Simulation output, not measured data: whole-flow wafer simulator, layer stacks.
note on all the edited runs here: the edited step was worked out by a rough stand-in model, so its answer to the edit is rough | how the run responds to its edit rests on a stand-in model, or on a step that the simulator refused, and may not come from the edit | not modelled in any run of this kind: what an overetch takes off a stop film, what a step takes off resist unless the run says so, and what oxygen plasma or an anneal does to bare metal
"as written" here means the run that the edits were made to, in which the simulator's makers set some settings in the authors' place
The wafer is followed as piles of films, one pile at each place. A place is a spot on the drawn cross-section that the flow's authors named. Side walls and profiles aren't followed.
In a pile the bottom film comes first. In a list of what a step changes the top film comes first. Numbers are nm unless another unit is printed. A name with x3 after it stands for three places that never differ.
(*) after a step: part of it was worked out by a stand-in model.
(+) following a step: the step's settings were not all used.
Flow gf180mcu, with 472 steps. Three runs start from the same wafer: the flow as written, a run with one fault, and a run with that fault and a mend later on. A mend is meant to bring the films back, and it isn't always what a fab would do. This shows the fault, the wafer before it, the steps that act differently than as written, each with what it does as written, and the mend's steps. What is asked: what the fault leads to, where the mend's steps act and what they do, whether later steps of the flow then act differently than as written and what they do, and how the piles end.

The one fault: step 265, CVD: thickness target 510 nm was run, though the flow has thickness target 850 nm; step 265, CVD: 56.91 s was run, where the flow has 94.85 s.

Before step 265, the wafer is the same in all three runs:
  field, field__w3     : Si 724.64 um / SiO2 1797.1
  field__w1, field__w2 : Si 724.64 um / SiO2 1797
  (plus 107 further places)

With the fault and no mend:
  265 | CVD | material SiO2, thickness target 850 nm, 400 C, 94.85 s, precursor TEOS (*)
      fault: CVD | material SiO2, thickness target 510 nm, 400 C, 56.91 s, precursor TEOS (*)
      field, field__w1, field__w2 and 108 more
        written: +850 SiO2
        fault: +517.3 SiO2
  Steps later in the flow that act otherwise than as written (6 more steps, not shown, differ only slightly: by at most 2% or 0.5 nm, whichever is larger):
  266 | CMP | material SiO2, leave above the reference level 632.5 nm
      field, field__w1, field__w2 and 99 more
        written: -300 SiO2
        fault: nothing
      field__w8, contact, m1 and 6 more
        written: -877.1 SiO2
        fault: -544.4 SiO2
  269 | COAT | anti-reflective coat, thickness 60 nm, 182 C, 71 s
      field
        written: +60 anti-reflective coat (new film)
        fault: +72.8 anti-reflective coat (new film)
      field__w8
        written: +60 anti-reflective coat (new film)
        fault: +41.3 anti-reflective coat (new film)
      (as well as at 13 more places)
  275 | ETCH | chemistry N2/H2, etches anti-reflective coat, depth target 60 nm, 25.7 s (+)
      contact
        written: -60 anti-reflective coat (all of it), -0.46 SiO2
        fault: -41.6 anti-reflective coat (all of it), -0.93 SiO2
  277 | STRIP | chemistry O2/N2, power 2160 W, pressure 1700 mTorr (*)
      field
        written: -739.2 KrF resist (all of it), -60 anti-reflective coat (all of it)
        fault: -732.6 KrF resist (all of it), -72.8 anti-reflective coat (all of it)
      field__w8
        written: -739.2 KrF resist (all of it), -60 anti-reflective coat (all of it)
        fault: -736.1 KrF resist (all of it), -41.3 anti-reflective coat (all of it)
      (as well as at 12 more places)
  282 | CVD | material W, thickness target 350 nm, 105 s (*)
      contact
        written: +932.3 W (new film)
        fault: +899.3 W (new film)
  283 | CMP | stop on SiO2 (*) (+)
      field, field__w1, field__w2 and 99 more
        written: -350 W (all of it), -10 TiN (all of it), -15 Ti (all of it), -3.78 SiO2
        fault: -350 W (all of it), -10 TiN (all of it), -2.32 Ti
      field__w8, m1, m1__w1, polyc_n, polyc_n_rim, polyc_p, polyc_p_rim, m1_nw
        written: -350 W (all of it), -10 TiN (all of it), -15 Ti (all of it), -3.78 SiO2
        fault: -350 W (all of it), -10 TiN (all of it), -15 Ti (all of it), -20 SiO2
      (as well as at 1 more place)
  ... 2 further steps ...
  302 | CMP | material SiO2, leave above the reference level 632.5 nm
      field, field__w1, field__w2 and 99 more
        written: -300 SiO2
        fault: -287.3 SiO2
  At field__w8, contact, m1, m1__w1, m1_nw, the piles at the end differ from the flow's by more than 2% or 0.5 nm, whichever is larger.
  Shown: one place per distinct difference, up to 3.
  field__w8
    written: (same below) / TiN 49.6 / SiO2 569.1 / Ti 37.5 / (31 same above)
    fault: (same below) / TiN 49.6 / SiO2 552.9 / Ti 37.5 / (31 same above)
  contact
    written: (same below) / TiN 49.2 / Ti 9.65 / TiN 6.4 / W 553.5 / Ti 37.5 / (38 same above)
    fault: (same below) / TiN 49.2 / Ti 9.84 / TiN 6.53 / W 537 / Ti 37.5 / (38 same above)

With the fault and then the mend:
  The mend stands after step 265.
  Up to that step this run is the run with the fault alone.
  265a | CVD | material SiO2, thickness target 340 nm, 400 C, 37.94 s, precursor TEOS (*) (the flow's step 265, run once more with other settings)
      field, field__w1, field__w2 and 108 more
        +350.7 SiO2
  Steps later in the flow that act otherwise than as written:
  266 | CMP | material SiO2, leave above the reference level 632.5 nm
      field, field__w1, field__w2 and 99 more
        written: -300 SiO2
        mend: -318 SiO2
  The piles end the same as the flow's at every place that both follow.
